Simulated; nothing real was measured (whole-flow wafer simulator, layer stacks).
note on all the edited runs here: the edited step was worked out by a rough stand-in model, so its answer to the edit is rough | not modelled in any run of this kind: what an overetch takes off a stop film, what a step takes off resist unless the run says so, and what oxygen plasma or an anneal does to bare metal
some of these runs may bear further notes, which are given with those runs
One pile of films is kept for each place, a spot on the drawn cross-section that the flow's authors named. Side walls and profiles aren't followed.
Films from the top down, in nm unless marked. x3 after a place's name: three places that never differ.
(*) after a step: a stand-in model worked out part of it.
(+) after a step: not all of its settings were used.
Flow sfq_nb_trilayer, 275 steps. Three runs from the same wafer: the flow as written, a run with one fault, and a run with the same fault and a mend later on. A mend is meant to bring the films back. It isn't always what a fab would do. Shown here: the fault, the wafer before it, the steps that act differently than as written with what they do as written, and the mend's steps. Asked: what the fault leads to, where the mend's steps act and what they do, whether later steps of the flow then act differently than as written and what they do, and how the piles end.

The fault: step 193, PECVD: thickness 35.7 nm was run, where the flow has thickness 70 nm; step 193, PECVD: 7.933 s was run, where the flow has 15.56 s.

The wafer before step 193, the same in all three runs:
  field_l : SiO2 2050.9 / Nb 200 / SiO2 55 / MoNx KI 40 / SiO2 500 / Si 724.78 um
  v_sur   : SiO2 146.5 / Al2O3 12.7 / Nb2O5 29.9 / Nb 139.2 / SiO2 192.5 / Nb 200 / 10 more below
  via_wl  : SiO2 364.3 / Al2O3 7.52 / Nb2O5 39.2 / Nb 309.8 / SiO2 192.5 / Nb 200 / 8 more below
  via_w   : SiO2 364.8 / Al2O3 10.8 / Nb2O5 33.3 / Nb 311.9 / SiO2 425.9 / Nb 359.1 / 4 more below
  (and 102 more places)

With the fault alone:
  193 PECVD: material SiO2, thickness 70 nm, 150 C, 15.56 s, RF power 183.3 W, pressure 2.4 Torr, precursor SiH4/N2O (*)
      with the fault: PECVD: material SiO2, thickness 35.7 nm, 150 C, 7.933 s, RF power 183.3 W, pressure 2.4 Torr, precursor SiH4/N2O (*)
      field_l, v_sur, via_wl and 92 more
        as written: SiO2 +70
        with the fault: SiO2 +35.7
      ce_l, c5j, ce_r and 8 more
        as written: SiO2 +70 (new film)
        with the fault: SiO2 +35.7 (new film)
  Later steps of the flow that act differently than as written (10 more steps differ only slightly, by at most 2% or 0.5 nm, whichever is larger, and aren't shown):
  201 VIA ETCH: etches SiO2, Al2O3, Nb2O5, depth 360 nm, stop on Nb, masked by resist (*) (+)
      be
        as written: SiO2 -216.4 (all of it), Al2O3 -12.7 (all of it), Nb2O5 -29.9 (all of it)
        with the fault: SiO2 -182.1 (all of it), Al2O3 -12.7 (all of it), Nb2O5 -29.9 (all of it)
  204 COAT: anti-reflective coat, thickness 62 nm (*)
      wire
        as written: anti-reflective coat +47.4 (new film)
        with the fault: anti-reflective coat +48.5 (new film)
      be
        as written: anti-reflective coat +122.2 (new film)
        with the fault: anti-reflective coat +117 (new film)
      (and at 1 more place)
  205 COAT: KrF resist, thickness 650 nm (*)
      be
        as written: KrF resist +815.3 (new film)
        with the fault: KrF resist +790.8 (new film)
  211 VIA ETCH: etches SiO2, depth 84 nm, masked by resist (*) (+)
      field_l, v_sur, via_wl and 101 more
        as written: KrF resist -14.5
        with the fault: KrF resist -9.2
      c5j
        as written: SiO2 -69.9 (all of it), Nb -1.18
        with the fault: SiO2 -35.6 (all of it), Nb -1.48
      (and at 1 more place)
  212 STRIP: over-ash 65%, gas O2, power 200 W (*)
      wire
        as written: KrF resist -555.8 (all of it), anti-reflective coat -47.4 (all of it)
        with the fault: KrF resist -562.9 (all of it), anti-reflective coat -48.5 (all of it)
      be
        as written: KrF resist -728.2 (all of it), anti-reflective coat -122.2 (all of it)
        with the fault: KrF resist -709 (all of it), anti-reflective coat -117 (all of it)
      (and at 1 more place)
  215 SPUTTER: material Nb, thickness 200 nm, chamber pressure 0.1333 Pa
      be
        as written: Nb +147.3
        with the fault: Nb +155.2
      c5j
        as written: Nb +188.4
        with the fault: Nb +197
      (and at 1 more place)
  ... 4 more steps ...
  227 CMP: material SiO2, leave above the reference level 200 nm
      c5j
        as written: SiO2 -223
        with the fault: SiO2 -250.9
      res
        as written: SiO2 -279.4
        with the fault: SiO2 -320.8
  At the end the piles differ from the flow's by more than 2% or 0.5 nm, whichever is larger, at v_sur, via_wl, via_w and 79 more.
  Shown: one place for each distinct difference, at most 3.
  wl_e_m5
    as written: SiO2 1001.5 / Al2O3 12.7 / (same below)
    with the fault: SiO2 967.2 / Al2O3 12.7 / (same below)
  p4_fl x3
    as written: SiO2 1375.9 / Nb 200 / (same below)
    with the fault: SiO2 1341.6 / Nb 200 / (same below)
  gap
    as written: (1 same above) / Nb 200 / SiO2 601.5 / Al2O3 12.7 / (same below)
    with the fault: (1 same above) / Nb 200 / SiO2 567.2 / Al2O3 12.7 / (same below)

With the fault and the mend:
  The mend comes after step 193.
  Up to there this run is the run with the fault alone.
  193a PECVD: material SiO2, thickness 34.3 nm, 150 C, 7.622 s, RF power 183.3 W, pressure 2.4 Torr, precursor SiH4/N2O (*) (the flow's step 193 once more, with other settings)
      field_l, v_sur, via_wl and 103 more
        SiO2 +34.3
  No later step of the flow acts differently than as written, at any place that is followed, by more than 2% or 0.5 nm, whichever is larger.
  At the end the piles are the same as the flow's at every place that both follow.
